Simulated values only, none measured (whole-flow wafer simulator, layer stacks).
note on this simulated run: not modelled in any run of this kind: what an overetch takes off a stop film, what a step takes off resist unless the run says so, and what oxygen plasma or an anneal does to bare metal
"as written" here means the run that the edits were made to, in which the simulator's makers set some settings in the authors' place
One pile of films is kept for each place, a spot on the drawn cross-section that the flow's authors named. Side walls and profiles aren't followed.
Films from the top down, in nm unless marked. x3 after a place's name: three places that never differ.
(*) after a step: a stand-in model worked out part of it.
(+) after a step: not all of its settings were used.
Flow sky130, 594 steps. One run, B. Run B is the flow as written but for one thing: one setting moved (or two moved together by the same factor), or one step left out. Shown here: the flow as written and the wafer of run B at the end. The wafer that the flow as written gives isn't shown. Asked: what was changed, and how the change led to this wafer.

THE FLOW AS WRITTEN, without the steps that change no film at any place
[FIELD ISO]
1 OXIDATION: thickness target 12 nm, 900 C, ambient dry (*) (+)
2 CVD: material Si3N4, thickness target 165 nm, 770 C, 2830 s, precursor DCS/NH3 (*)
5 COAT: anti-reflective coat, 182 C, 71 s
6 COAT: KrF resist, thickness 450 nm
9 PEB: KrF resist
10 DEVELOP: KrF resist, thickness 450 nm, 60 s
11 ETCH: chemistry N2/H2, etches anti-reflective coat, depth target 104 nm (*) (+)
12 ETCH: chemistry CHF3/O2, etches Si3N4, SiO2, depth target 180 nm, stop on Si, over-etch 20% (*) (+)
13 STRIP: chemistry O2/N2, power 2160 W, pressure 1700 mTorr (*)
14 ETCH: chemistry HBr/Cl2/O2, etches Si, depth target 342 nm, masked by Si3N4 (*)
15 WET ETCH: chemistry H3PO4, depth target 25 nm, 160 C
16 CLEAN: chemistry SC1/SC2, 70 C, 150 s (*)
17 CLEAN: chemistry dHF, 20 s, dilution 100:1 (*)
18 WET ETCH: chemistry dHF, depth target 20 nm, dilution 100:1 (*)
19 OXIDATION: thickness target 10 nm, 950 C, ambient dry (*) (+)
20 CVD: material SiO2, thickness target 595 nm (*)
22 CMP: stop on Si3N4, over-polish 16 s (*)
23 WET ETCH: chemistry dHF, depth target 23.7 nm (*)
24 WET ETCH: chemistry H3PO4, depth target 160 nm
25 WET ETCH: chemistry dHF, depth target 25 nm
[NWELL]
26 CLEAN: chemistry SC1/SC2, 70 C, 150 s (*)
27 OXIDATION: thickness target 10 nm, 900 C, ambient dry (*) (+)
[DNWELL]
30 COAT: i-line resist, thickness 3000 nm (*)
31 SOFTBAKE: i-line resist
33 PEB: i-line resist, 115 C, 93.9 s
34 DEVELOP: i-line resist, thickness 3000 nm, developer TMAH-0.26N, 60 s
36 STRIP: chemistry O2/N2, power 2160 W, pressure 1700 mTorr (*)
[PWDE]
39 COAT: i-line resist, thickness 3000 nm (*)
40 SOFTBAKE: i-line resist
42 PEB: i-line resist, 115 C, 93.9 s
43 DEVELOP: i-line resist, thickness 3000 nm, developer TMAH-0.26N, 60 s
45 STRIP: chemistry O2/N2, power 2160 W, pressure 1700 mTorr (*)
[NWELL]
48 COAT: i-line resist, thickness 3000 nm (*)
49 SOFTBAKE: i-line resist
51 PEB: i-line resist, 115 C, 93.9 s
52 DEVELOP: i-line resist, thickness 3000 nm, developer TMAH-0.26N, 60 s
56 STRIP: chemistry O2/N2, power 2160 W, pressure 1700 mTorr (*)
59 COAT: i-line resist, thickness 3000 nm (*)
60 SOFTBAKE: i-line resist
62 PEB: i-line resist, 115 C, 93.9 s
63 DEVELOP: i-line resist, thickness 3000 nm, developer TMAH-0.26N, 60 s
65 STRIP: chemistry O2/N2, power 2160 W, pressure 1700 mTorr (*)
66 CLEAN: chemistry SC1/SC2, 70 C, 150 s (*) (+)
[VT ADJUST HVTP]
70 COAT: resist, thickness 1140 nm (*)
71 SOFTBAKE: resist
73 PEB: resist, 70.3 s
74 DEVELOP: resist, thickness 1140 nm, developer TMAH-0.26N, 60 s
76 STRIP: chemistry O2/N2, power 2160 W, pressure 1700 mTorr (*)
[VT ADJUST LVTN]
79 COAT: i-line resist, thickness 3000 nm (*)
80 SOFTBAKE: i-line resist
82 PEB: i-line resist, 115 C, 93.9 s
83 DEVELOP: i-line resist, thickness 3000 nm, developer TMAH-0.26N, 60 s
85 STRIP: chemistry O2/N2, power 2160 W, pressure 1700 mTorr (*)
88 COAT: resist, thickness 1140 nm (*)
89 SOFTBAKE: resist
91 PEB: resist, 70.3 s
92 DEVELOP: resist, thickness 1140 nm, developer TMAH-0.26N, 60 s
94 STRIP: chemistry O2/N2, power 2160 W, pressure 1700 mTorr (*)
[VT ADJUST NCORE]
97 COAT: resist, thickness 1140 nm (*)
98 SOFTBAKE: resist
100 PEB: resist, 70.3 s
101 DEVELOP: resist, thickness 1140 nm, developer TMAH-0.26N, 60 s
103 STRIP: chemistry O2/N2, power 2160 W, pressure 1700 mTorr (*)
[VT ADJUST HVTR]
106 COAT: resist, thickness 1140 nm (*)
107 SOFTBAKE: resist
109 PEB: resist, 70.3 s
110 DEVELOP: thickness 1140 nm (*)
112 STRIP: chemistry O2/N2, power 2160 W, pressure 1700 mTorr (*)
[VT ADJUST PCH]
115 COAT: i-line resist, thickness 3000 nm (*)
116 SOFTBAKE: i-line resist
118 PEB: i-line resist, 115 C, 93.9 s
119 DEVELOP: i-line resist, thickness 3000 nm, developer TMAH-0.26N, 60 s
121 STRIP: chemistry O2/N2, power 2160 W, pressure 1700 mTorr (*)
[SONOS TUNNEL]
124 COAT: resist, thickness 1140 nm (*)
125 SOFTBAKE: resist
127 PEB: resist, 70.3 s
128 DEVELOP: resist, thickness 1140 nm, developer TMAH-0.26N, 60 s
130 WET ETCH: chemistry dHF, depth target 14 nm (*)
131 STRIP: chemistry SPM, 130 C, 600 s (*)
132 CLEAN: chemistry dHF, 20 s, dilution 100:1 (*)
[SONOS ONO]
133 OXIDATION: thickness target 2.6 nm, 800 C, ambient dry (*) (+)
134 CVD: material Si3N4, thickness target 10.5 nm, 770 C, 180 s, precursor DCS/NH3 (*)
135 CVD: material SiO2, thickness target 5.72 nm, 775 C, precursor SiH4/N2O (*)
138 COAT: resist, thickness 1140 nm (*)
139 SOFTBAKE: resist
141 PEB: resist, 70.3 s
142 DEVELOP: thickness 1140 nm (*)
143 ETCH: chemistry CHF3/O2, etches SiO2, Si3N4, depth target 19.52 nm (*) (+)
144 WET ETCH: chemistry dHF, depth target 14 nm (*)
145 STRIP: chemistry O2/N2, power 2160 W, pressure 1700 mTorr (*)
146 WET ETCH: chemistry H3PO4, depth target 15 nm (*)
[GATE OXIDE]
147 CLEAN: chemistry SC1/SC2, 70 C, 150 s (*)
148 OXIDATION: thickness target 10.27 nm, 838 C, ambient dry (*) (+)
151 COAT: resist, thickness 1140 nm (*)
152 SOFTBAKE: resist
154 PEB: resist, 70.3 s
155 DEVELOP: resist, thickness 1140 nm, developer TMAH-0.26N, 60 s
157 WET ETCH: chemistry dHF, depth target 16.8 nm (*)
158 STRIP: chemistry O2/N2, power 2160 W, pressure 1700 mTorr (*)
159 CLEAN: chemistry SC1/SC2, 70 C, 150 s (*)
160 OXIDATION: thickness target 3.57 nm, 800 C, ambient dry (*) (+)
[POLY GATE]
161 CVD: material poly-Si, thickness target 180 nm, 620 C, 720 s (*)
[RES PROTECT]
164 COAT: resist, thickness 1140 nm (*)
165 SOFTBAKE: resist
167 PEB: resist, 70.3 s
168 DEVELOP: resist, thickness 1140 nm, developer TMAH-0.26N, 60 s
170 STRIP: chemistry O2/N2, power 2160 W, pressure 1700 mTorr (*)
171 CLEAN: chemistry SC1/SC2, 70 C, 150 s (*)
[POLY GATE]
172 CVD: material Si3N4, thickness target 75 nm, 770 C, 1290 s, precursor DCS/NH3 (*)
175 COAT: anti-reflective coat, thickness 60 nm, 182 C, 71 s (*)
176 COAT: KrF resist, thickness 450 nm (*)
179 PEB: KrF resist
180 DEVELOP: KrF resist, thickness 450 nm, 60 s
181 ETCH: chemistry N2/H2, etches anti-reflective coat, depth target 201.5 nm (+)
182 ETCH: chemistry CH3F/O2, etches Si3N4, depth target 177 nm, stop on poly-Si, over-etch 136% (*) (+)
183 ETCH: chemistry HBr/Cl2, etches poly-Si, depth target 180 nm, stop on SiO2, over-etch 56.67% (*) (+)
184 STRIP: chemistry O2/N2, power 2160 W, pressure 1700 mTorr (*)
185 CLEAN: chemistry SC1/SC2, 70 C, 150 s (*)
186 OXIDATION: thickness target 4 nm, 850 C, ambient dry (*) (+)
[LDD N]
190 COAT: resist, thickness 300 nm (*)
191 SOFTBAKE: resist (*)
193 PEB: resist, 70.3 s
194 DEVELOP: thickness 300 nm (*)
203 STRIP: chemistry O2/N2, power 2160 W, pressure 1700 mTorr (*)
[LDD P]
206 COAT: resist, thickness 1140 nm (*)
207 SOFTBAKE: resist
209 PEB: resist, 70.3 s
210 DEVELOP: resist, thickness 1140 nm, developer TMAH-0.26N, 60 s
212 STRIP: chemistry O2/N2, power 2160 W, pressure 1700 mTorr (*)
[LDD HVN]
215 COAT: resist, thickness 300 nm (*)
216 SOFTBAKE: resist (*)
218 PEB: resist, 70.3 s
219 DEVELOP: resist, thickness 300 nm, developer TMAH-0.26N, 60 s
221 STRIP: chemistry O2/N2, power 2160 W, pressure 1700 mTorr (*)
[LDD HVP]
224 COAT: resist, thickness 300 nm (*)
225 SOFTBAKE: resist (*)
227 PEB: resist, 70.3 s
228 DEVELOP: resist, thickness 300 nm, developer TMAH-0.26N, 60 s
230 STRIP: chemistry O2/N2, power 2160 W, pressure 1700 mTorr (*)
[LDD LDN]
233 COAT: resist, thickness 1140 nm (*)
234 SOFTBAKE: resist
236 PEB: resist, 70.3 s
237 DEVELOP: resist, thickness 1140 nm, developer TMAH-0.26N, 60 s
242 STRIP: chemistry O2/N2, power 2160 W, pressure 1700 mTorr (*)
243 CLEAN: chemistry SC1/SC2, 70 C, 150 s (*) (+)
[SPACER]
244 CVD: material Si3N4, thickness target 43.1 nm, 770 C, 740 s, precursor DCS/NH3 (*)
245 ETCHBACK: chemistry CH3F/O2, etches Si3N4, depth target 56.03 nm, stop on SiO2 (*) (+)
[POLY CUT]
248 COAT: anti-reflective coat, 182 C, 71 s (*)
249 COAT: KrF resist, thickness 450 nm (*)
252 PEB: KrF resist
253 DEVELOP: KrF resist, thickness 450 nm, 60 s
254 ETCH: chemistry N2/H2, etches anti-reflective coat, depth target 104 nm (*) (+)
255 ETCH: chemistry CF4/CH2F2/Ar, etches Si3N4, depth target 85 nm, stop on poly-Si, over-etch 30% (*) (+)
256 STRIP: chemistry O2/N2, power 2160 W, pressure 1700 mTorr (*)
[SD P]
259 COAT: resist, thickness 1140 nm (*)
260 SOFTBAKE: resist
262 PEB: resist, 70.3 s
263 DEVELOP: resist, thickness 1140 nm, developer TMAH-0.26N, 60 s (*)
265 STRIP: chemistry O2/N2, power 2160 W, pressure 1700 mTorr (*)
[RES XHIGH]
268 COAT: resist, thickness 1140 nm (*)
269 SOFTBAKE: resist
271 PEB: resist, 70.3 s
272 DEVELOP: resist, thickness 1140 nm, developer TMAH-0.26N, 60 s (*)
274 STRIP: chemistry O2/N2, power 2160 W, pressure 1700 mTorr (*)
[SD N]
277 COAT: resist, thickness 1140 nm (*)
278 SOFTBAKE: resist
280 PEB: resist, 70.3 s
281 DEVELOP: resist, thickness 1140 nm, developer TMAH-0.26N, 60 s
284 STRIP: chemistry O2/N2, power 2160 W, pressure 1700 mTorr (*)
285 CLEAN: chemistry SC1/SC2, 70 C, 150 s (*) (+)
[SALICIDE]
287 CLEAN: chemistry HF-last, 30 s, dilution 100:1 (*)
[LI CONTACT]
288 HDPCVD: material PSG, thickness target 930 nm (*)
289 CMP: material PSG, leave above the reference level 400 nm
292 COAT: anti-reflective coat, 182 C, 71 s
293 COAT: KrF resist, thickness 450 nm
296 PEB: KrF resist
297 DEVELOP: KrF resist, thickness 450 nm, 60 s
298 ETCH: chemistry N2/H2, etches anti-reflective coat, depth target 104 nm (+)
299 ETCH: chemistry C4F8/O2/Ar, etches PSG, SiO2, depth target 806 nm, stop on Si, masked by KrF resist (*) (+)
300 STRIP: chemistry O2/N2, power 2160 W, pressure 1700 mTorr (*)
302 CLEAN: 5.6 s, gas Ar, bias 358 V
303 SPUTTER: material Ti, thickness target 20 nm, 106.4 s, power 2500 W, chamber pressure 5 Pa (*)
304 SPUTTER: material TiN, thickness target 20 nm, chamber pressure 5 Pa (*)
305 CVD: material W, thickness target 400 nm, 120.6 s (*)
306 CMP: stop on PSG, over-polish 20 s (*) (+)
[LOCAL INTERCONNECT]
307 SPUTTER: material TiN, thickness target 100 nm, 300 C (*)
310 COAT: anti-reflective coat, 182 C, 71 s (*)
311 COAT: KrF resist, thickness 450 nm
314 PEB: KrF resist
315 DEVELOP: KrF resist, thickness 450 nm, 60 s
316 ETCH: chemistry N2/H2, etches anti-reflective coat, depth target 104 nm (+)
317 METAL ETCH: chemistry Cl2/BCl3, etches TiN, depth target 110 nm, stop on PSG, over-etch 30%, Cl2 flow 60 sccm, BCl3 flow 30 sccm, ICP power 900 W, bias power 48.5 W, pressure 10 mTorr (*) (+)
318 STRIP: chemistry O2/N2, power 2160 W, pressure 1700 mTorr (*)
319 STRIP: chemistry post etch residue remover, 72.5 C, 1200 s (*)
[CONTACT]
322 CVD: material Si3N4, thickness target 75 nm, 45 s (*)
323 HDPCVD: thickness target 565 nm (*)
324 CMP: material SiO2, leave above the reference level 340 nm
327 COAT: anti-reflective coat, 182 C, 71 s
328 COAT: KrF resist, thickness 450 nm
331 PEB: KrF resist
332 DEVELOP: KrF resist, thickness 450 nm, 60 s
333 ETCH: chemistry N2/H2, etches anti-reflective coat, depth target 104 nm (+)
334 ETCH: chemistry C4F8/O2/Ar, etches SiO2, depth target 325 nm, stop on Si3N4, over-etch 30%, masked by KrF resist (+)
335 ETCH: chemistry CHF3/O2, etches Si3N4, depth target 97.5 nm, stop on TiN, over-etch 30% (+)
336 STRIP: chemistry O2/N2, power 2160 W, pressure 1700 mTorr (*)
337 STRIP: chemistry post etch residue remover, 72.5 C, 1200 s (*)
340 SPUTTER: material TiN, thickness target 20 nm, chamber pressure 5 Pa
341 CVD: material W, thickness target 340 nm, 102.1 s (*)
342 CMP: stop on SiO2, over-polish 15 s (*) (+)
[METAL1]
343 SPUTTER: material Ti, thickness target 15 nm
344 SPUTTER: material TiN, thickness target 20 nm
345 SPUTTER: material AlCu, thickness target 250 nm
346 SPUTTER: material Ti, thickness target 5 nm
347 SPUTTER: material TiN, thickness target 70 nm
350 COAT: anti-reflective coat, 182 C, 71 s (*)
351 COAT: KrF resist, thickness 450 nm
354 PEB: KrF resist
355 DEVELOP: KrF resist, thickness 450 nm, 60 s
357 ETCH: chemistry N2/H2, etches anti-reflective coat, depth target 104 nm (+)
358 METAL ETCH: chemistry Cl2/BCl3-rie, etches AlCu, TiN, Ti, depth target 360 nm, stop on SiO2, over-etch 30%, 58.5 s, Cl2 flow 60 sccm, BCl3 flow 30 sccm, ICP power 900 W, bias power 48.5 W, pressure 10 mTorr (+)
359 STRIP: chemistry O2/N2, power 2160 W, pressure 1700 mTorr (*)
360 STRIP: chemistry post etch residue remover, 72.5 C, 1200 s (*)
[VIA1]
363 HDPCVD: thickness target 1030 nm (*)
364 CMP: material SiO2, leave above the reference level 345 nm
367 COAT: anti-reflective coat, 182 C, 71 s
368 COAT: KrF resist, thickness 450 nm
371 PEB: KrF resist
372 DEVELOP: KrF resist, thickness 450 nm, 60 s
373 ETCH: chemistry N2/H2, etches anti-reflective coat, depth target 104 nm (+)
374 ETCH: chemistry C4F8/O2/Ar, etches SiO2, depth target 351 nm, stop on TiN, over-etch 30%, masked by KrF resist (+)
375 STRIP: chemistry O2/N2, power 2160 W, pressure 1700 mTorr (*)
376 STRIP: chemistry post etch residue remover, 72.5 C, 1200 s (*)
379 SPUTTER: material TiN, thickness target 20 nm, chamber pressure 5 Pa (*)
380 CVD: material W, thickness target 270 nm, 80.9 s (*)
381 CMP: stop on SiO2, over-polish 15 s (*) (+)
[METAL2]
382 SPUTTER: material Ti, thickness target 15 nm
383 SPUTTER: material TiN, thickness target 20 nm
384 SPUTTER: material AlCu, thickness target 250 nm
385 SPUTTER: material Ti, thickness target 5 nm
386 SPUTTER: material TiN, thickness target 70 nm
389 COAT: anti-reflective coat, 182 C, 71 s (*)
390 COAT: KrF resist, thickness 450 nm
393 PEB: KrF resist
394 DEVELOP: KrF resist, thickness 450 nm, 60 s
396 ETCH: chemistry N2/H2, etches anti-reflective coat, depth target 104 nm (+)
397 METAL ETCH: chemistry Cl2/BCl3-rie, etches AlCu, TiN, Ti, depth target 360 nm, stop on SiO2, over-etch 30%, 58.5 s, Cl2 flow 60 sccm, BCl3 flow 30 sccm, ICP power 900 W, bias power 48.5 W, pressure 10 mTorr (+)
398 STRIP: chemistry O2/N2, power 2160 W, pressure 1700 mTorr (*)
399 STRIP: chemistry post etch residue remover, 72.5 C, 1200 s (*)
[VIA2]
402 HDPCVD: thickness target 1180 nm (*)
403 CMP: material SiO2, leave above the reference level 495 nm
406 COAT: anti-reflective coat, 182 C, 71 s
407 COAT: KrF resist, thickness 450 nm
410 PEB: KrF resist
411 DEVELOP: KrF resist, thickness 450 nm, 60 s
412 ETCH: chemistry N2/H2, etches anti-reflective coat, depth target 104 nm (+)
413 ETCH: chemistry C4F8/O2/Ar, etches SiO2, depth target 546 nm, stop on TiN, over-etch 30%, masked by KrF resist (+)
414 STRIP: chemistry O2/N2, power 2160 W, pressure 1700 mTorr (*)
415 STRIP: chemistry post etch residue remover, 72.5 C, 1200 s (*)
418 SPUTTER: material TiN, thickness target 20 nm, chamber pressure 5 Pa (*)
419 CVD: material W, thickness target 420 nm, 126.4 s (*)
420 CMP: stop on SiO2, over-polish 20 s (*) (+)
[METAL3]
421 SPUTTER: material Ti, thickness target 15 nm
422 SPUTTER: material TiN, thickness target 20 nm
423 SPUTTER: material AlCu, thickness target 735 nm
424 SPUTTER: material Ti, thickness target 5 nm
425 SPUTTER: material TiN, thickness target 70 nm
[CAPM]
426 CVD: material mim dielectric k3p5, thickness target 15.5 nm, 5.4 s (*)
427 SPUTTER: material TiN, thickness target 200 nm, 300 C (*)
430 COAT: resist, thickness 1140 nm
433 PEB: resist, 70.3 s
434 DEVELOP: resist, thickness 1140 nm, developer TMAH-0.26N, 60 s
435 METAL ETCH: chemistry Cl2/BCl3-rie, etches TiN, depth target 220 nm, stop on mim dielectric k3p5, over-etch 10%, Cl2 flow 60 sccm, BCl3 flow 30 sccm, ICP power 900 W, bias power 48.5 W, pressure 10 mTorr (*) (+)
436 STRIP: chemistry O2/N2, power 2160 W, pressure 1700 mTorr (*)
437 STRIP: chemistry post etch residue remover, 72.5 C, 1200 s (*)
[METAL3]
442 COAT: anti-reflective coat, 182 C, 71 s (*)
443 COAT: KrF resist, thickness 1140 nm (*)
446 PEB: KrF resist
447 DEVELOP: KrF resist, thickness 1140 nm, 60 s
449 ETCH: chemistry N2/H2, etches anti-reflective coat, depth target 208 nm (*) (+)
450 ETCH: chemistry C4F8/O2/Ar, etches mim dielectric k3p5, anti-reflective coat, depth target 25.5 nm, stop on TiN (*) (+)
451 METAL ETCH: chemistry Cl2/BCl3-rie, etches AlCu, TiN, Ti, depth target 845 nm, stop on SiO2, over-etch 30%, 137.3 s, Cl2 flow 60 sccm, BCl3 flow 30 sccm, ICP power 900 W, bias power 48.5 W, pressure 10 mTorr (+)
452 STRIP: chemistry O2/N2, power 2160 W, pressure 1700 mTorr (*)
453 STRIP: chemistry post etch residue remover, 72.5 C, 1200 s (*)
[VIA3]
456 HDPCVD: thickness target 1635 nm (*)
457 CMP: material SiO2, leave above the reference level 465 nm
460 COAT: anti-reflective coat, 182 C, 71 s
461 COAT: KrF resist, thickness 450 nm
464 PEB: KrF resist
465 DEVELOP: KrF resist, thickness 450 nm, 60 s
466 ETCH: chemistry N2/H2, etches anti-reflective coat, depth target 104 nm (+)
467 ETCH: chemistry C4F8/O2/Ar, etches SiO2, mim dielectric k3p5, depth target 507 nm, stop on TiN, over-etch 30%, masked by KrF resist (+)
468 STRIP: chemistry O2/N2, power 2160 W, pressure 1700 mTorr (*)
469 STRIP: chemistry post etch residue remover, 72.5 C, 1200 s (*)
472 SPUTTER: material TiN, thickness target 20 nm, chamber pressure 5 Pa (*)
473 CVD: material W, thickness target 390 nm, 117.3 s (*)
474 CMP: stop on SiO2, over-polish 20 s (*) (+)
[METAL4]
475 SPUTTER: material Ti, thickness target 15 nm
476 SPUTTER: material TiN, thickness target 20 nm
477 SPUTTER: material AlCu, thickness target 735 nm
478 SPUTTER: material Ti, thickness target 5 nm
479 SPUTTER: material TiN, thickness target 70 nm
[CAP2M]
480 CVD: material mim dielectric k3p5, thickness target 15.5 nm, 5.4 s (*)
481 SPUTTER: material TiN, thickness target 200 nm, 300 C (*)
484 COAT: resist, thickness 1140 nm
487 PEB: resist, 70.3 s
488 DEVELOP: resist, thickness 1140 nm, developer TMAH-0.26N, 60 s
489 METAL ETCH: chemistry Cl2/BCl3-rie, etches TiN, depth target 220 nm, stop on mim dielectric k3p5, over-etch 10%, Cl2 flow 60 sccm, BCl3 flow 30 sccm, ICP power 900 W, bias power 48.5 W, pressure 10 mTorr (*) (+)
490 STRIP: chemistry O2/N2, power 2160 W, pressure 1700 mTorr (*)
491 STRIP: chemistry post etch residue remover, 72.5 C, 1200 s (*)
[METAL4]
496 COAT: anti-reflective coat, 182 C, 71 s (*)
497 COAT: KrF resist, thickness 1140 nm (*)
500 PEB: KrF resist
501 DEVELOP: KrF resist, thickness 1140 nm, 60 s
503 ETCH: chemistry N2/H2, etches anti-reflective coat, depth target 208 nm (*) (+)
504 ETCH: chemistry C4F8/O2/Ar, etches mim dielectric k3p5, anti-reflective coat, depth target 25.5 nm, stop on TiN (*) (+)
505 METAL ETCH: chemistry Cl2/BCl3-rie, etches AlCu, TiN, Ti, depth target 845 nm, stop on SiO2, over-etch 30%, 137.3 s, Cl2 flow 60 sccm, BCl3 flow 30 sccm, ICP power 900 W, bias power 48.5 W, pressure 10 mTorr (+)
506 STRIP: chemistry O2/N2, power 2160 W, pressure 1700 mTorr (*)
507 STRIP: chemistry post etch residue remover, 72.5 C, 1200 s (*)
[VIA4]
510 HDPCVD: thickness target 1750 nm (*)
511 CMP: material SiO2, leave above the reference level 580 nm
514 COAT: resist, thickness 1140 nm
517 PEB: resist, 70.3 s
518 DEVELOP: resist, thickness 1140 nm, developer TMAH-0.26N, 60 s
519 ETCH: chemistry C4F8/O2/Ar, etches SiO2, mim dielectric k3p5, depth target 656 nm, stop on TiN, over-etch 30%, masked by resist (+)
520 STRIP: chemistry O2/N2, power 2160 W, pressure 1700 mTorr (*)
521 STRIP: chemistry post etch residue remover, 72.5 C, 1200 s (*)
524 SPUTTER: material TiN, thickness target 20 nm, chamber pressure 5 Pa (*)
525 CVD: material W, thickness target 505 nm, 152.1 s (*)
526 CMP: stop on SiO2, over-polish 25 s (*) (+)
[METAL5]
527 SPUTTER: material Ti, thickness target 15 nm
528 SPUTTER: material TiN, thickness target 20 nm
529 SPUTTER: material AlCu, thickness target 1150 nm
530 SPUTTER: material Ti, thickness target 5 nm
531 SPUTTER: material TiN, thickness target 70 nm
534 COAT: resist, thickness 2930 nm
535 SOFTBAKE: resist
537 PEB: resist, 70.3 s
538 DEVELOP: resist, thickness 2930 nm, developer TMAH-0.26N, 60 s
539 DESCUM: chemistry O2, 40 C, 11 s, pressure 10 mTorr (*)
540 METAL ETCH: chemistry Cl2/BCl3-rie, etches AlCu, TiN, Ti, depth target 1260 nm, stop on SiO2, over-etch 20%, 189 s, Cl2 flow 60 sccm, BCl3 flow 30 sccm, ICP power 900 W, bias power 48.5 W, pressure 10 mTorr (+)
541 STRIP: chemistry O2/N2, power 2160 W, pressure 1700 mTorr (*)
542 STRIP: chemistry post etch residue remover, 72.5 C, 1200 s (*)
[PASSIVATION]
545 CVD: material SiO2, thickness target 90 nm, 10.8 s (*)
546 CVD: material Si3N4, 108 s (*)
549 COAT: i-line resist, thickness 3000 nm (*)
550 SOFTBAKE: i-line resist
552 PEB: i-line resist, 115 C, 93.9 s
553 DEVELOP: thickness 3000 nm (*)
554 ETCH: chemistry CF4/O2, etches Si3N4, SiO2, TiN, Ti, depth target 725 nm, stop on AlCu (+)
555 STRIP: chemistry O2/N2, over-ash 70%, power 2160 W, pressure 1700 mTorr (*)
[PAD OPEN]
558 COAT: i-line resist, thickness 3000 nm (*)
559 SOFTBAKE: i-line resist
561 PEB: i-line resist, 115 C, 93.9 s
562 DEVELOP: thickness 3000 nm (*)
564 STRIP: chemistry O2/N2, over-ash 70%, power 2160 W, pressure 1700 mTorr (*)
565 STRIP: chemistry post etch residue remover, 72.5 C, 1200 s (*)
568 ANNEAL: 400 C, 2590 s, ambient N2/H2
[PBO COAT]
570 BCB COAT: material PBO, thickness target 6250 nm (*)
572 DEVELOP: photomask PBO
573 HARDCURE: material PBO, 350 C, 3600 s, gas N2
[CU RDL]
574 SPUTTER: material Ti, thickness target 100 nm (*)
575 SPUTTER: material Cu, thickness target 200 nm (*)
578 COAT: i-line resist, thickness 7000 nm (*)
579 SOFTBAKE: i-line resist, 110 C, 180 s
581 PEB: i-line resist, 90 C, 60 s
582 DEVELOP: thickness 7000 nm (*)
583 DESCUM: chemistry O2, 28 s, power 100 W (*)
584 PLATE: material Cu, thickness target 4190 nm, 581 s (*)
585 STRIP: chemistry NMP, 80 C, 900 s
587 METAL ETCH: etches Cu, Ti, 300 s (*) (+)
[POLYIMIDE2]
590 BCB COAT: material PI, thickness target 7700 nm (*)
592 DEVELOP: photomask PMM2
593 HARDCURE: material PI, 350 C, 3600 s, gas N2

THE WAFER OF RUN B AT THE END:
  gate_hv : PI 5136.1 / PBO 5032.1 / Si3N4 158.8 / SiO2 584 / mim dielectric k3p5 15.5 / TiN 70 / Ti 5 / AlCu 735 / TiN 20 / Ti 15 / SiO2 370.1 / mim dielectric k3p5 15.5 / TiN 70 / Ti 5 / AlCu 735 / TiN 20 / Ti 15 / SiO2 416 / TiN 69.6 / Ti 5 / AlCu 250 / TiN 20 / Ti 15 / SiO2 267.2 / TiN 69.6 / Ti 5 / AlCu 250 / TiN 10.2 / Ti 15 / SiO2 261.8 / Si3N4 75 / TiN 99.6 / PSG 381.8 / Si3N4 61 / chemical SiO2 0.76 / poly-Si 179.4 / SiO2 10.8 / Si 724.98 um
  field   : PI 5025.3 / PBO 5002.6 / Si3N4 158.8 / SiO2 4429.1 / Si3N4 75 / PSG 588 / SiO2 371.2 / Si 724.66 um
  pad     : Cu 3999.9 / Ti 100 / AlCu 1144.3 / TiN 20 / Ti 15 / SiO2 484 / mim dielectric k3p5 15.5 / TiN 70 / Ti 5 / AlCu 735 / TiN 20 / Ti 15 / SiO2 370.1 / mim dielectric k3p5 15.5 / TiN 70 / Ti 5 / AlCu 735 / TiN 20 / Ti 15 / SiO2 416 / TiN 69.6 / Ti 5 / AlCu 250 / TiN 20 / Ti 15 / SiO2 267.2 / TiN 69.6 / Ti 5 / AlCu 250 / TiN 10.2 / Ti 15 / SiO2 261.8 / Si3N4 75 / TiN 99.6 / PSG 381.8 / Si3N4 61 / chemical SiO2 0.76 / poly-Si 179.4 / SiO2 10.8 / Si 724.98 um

The cause: step 344, SPUTTER: thickness target 10.2 nm was run, where the flow has thickness target 20 nm.
It can be read off the wafer: gate_hv has TiN 10.2, and step 344 as written asks for 20 nm.

How the change led to this, step by step:
  344 SPUTTER: material TiN, thickness target 20 nm
      field, active, n_well and 188 more: TiN +10.2 (new film) (as written it would be: TiN +20 (new film))
  358 METAL ETCH: chemistry Cl2/BCl3-rie, etches AlCu, TiN, Ti, depth target 360 nm, stop on SiO2, over-etch 30%, 58.5 s, Cl2 flow 60 sccm, BCl3 flow 30 sccm, ICP power 900 W, bias power 48.5 W, pressure 10 mTorr (+)
      field, active, gate and 81 more: TiN -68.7 (all of it), Ti -5 (all of it), AlCu -250 (all of it), TiN -10.2 (all of it), Ti -15 (all of it), SiO2 -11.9 (as written it would be: TiN -68.7 (all of it), Ti -5 (all of it), AlCu -250 (all of it), TiN -20 (all of it), Ti -15 (all of it), SiO2 -10.9)
  364 CMP: material SiO2, leave above the reference level 345 nm
      field, active, gate and 81 more: SiO2 -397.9 (as written it would be: SiO2 -389.1)
